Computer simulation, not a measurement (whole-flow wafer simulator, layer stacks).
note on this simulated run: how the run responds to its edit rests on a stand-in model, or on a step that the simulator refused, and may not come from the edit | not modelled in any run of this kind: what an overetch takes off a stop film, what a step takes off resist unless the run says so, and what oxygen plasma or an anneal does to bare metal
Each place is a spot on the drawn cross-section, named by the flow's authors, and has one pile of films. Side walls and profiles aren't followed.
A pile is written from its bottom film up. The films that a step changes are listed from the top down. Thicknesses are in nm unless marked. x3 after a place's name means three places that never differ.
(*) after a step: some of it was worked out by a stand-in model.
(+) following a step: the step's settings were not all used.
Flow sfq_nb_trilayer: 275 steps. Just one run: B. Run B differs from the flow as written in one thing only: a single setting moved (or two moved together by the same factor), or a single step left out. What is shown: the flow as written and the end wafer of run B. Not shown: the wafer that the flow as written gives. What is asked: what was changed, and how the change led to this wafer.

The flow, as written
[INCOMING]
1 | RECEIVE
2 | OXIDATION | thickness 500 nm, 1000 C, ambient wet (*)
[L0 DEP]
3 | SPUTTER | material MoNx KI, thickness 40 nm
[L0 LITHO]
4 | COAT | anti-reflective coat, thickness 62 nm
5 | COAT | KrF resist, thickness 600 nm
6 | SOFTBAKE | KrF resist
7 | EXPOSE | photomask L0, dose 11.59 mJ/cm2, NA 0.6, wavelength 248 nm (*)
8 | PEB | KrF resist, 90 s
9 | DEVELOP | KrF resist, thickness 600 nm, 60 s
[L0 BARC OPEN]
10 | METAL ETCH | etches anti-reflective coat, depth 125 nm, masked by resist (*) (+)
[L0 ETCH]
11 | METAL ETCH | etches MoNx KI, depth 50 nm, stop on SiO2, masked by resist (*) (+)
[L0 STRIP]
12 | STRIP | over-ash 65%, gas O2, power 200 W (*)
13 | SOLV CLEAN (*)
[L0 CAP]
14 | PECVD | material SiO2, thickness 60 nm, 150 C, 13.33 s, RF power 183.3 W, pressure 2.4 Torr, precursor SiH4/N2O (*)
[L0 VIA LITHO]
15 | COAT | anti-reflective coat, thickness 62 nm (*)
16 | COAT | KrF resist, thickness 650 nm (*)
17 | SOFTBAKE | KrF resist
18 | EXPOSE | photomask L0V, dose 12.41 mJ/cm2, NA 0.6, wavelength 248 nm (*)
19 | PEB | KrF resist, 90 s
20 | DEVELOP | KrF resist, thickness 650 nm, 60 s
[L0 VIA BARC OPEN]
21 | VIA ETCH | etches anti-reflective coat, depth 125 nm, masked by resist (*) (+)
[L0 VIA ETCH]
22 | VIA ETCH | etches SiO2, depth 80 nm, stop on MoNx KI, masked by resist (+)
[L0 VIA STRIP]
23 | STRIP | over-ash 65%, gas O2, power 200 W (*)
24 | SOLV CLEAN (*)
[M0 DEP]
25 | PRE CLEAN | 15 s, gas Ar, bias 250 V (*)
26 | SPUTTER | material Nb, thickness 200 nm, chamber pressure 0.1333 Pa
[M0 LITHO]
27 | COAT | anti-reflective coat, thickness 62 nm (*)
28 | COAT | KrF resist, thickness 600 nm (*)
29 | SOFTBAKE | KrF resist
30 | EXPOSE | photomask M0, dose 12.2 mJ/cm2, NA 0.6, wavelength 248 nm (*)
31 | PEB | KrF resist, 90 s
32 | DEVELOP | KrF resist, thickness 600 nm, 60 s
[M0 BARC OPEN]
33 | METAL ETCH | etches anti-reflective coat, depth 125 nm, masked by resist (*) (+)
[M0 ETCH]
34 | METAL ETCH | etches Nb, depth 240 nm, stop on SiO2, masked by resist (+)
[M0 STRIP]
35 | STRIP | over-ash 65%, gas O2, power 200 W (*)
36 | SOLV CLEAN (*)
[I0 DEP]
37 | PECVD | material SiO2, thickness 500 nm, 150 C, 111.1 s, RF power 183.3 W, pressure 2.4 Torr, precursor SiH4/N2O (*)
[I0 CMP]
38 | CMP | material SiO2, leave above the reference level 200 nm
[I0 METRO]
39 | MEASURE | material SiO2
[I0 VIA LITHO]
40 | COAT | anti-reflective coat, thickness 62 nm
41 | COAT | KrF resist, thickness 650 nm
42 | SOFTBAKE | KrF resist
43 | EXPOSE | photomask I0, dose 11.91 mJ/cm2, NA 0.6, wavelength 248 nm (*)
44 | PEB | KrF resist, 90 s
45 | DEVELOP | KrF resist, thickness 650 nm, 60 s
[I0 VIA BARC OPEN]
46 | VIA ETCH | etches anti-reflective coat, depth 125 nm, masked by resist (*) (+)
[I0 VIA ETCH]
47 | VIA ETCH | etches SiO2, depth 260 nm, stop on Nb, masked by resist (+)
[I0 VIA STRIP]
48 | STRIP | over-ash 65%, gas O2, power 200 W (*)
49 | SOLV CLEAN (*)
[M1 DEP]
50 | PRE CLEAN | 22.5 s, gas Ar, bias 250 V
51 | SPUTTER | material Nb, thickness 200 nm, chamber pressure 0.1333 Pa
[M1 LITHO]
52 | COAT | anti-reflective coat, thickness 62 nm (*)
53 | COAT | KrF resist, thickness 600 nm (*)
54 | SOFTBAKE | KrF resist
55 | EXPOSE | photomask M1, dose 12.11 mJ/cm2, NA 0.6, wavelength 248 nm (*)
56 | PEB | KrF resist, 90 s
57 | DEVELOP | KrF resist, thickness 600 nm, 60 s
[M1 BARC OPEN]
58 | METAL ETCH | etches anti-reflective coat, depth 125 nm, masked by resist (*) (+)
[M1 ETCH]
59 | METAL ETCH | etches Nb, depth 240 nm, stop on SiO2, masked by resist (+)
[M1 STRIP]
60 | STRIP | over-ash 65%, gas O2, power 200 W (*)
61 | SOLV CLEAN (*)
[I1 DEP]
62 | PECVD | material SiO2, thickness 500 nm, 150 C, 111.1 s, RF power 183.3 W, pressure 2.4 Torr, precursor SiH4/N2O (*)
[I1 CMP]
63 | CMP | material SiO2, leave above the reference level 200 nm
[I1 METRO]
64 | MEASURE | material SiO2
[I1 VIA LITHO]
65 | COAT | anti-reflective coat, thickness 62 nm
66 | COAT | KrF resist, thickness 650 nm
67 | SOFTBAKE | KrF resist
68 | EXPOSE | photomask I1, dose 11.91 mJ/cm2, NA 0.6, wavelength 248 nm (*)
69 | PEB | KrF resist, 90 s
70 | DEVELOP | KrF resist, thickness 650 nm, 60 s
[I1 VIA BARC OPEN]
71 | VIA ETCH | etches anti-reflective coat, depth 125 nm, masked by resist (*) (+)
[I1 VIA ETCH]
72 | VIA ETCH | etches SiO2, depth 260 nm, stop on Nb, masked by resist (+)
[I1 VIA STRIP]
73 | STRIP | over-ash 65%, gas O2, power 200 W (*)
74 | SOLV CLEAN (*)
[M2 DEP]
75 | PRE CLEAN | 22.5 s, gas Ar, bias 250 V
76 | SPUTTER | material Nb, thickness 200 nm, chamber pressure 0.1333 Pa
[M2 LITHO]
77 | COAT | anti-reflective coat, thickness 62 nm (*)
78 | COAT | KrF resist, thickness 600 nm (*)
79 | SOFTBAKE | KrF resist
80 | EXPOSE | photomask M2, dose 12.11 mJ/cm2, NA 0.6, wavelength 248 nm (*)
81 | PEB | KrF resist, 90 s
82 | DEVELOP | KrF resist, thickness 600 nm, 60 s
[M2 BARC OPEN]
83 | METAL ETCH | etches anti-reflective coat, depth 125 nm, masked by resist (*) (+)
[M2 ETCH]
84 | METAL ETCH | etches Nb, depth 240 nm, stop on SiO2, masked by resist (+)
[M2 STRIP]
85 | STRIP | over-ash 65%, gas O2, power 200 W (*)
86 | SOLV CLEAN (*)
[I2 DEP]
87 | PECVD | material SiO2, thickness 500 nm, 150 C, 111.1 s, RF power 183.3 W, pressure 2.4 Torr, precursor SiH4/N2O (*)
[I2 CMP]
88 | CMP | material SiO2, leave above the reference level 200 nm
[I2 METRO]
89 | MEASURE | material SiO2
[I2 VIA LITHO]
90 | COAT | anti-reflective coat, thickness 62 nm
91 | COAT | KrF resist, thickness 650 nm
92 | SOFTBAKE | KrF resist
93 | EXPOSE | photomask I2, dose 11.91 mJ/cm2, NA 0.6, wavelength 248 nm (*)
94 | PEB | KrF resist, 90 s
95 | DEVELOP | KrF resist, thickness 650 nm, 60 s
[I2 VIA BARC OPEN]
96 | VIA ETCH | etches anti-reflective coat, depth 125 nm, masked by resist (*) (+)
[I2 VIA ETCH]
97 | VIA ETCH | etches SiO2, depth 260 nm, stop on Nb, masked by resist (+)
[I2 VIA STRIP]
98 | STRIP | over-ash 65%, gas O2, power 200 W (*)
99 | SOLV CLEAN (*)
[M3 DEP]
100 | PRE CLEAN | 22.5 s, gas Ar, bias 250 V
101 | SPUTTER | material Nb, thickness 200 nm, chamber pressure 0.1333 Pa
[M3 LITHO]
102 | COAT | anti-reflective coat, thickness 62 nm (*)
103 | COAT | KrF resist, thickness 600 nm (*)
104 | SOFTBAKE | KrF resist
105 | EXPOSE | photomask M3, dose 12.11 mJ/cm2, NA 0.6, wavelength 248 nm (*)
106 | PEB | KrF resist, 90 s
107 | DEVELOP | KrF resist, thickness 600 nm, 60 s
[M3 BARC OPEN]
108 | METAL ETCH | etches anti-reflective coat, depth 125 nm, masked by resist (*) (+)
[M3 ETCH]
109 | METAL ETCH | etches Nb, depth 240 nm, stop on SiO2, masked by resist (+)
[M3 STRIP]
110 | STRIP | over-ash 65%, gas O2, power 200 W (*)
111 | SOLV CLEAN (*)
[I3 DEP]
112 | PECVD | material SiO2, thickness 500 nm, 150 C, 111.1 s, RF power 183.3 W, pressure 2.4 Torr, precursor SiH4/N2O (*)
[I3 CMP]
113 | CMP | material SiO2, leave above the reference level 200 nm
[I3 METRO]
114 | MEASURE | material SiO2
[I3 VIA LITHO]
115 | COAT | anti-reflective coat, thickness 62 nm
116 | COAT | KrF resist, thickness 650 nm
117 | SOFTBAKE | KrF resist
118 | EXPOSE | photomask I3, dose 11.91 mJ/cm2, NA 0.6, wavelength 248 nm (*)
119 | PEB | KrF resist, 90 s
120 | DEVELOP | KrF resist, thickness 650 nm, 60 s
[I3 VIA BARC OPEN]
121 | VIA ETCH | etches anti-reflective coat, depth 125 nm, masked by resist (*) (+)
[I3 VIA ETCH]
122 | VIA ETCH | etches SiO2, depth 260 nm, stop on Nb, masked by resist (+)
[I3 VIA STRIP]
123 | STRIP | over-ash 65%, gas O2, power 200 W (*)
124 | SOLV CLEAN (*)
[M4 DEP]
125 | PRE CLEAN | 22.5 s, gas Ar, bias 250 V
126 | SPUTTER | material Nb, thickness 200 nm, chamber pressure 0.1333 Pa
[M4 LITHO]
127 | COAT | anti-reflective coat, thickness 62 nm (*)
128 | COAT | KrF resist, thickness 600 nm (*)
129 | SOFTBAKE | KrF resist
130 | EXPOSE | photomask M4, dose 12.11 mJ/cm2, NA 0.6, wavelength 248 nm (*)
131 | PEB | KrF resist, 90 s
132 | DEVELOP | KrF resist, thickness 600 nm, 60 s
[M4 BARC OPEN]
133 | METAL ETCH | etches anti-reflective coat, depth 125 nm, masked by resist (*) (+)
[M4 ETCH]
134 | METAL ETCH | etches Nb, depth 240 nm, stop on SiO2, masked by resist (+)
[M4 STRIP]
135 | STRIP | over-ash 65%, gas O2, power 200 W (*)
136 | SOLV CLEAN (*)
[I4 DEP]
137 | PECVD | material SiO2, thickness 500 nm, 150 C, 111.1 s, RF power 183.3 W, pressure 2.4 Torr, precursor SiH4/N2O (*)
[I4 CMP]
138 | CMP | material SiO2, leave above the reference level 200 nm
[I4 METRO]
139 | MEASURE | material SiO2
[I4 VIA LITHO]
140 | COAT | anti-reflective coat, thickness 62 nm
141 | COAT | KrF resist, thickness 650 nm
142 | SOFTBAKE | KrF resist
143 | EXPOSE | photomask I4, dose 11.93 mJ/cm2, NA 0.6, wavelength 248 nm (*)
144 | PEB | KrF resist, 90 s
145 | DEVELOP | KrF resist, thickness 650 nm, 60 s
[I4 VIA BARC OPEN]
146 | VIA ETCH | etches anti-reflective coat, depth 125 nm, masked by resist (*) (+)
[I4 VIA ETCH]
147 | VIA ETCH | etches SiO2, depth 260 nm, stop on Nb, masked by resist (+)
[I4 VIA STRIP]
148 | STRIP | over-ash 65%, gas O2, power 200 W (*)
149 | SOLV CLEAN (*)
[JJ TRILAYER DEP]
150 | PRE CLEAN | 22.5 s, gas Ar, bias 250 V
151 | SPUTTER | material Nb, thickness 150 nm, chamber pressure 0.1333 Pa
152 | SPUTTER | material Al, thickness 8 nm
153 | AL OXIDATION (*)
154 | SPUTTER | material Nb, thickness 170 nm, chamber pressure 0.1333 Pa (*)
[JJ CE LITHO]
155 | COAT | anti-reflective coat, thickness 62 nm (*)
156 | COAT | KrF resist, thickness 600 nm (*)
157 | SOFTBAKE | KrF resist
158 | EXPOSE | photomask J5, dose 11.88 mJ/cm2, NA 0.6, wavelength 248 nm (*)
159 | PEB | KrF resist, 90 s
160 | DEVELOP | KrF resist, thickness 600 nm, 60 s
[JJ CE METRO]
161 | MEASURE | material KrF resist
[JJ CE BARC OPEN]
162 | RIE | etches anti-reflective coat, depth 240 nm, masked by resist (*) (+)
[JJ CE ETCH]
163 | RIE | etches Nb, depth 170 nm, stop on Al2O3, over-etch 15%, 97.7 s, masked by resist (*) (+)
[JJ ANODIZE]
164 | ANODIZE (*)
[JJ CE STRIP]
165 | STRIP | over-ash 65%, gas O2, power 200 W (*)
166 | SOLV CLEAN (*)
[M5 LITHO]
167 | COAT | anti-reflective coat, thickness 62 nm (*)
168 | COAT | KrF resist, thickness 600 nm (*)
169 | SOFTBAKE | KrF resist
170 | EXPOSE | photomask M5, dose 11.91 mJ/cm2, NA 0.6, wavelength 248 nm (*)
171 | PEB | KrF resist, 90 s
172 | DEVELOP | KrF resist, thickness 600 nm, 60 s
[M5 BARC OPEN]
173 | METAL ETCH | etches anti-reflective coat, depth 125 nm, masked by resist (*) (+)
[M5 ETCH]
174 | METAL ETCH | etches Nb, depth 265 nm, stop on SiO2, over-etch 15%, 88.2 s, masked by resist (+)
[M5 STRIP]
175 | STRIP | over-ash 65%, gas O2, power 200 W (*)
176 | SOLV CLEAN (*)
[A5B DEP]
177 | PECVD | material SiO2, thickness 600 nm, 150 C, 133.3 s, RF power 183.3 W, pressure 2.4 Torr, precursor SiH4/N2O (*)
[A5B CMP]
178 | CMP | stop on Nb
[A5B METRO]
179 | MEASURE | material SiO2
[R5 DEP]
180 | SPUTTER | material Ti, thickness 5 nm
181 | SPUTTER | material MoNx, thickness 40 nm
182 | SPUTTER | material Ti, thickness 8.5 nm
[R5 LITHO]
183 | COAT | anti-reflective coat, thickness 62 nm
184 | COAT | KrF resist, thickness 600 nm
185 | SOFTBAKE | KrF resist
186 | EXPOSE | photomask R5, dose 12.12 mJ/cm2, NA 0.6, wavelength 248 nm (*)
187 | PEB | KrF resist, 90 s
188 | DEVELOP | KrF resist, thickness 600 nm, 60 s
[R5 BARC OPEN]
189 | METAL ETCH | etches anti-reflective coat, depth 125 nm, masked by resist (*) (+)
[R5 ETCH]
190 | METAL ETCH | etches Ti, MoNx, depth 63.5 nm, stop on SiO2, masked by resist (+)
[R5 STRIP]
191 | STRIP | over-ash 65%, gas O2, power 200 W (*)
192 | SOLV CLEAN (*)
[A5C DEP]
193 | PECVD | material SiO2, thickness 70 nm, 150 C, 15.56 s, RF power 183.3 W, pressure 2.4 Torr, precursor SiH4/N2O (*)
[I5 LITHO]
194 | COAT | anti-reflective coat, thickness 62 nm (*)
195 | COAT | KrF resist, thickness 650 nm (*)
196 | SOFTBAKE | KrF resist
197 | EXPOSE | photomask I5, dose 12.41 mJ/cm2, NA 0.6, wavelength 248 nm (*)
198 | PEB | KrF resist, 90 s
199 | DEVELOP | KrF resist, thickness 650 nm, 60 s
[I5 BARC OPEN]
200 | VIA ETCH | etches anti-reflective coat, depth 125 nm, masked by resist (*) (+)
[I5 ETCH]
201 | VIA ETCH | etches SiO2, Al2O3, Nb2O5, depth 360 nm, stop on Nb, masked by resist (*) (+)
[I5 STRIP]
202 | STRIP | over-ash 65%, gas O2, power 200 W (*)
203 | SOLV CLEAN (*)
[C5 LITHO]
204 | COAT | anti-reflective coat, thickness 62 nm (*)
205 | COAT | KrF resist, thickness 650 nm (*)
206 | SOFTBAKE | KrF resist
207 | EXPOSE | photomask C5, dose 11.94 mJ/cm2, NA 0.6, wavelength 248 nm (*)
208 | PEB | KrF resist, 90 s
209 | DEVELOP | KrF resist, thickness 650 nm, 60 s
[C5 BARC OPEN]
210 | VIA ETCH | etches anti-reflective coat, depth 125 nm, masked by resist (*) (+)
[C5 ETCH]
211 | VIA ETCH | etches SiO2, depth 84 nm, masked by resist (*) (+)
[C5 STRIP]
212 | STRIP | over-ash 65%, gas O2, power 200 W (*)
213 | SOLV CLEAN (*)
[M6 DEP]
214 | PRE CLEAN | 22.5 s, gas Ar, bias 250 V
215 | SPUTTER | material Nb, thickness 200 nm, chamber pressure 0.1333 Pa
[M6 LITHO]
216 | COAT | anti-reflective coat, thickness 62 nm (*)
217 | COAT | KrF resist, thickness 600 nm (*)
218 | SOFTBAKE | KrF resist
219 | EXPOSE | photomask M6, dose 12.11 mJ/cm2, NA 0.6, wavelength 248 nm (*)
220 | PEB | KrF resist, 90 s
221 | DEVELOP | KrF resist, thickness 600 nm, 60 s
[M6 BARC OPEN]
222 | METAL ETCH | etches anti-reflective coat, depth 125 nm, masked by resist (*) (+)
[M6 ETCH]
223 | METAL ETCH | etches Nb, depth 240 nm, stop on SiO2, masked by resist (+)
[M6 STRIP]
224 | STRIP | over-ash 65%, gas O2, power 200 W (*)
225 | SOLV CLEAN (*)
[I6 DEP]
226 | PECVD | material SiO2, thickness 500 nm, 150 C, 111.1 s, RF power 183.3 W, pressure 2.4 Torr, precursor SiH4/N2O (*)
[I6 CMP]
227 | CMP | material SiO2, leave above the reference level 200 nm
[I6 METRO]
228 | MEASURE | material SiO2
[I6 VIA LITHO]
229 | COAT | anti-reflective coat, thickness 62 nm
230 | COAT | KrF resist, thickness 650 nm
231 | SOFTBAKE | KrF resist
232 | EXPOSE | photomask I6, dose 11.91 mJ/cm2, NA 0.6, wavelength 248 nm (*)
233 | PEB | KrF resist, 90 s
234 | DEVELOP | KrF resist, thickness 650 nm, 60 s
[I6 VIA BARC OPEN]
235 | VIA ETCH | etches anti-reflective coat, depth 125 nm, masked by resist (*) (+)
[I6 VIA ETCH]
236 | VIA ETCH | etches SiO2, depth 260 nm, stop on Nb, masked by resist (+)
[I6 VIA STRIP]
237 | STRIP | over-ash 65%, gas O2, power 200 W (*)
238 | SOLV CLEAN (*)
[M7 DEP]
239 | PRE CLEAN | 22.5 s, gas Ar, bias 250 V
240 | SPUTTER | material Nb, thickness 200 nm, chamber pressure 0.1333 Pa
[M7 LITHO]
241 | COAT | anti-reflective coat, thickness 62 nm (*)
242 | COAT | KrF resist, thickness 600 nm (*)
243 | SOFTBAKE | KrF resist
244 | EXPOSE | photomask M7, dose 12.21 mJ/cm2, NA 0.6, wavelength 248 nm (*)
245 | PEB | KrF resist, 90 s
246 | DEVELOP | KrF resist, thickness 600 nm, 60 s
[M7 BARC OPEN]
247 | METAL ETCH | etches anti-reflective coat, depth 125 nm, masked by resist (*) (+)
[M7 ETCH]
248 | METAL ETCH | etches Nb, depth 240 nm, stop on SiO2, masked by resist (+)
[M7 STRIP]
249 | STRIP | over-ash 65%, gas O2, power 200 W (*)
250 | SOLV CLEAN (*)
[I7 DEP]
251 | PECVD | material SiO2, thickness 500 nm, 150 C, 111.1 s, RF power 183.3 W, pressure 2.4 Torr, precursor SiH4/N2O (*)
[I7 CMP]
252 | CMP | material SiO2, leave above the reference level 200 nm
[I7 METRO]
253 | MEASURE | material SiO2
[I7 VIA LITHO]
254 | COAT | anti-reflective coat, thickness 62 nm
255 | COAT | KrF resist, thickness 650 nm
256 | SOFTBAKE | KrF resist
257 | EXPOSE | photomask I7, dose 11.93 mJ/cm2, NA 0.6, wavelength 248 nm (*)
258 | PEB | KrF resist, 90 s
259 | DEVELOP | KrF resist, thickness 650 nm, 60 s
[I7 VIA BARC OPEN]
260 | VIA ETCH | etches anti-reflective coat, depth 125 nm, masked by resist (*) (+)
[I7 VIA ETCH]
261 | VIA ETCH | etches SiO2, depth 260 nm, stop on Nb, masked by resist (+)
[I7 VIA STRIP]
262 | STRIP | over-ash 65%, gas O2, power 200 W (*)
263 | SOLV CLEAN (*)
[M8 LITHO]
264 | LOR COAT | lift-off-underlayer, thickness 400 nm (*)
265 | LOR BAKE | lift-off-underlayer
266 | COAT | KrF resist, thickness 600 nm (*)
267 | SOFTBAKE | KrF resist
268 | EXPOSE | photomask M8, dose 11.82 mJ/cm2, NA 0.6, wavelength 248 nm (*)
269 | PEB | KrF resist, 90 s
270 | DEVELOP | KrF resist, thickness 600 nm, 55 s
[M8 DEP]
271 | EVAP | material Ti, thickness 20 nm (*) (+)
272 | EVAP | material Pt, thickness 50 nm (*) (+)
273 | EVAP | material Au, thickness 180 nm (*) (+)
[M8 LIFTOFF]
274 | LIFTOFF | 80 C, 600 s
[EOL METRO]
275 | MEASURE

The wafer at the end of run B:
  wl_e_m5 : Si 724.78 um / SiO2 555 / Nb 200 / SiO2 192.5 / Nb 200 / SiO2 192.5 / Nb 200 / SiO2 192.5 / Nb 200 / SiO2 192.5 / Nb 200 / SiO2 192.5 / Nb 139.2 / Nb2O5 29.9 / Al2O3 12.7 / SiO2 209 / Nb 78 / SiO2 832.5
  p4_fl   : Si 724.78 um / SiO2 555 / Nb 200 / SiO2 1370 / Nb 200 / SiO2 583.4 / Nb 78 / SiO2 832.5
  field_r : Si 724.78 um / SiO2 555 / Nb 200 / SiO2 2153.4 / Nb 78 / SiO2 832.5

Cause: step 215, SPUTTER: thickness 318 nm was run, though the flow has thickness 200 nm.

Step by step, how the change led to this:
  215 | SPUTTER | material Nb, thickness 200 nm, chamber pressure 0.1333 Pa
      field_l, v_sur, via_wl and 100 more: Nb gains 318 (new film) (as written it would have been: Nb gains 200 (new film))
      be: Nb gains 232.2 (as written it would have been: Nb gains 147.3)
      (as well as at 2 more places)
  216 | COAT | anti-reflective coat, thickness 62 nm (*)
      be: anti-reflective coat gains 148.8 (new film) (as written it would have been: anti-reflective coat gains 136.7 (new film))
      be_sur: anti-reflective coat gains 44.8 (new film) (as written it would have been: anti-reflective coat gains 43.8 (new film))
      (as well as at 3 more places)
  217 | COAT | KrF resist, thickness 600 nm (*)
      be: KrF resist gains 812 (new film) (as written it would have been: KrF resist gains 793.9 (new film))
  223 | METAL ETCH | etches Nb, depth 240 nm, stop on SiO2, masked by resist (+)
      field_l, gap, moat and 76 more: Nb loses 240 (as written it would have been: Nb loses 200 (all of it))
  224 | STRIP | over-ash 65%, gas O2, power 200 W (*)
      be: KrF resist loses 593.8 (all of it), anti-reflective coat loses 148.8 (all of it) (as written it would have been: KrF resist loses 575.8 (all of it), anti-reflective coat loses 136.7 (all of it))
      be_sur: KrF resist loses 368.5 (all of it), anti-reflective coat loses 44.8 (all of it) (as written it would have been: KrF resist loses 371.2 (all of it), anti-reflective coat loses 43.8 (all of it))
      (as well as at 3 more places)
  226 | PECVD | material SiO2, thickness 500 nm, 150 C, 111.1 s, RF power 183.3 W, pressure 2.4 Torr, precursor SiH4/N2O (*)
      field_l, p4_fl, p4_fm and 62 more: SiO2 gains 500 (new film) (as written it would have been: SiO2 gains 500)
      moat, field_r, lsp_l, ln_m5, lsp_m: SiO2 gains 492.3 (new film) (as written it would have been: SiO2 gains 493.6)
      (as well as at 10 more places)
  227 | CMP | material SiO2, leave above the reference level 200 nm
      field_l, p4_fl, p4_fm and 59 more: SiO2 loses 60 (as written it would have been: SiO2 loses 100)
      moat, field_r, lsp_l, ln_m5, lsp_m: SiO2 loses 52.3 (as written it would have been: SiO2 loses 93.6)
      (as well as at 9 more places)
With metal films that touch counted as one body, wl_e_m5 has 7 bodies (between them, from the top down: SiO2 209 / Al2O3 12.7 / Nb2O5 29.9; SiO2 192.5; SiO2 192.5; SiO2 192.5; SiO2 192.5; SiO2 192.5); the flow as written gives 6 bodies (between them, from the top down: SiO2 192.5; SiO2 192.5; SiO2 192.5; SiO2 192.5; SiO2 192.5).
With metal films that touch counted as one body, p4_fl has 3 bodies (between them, from the top down: SiO2 583.4; SiO2 1370); the flow as written gives 2 bodies (between them, from the top down: SiO2 1370).
With metal films that touch counted as one body, field_r has 2 bodies (between them, from the top down: SiO2 2153.4); the flow as written gives 1 body.
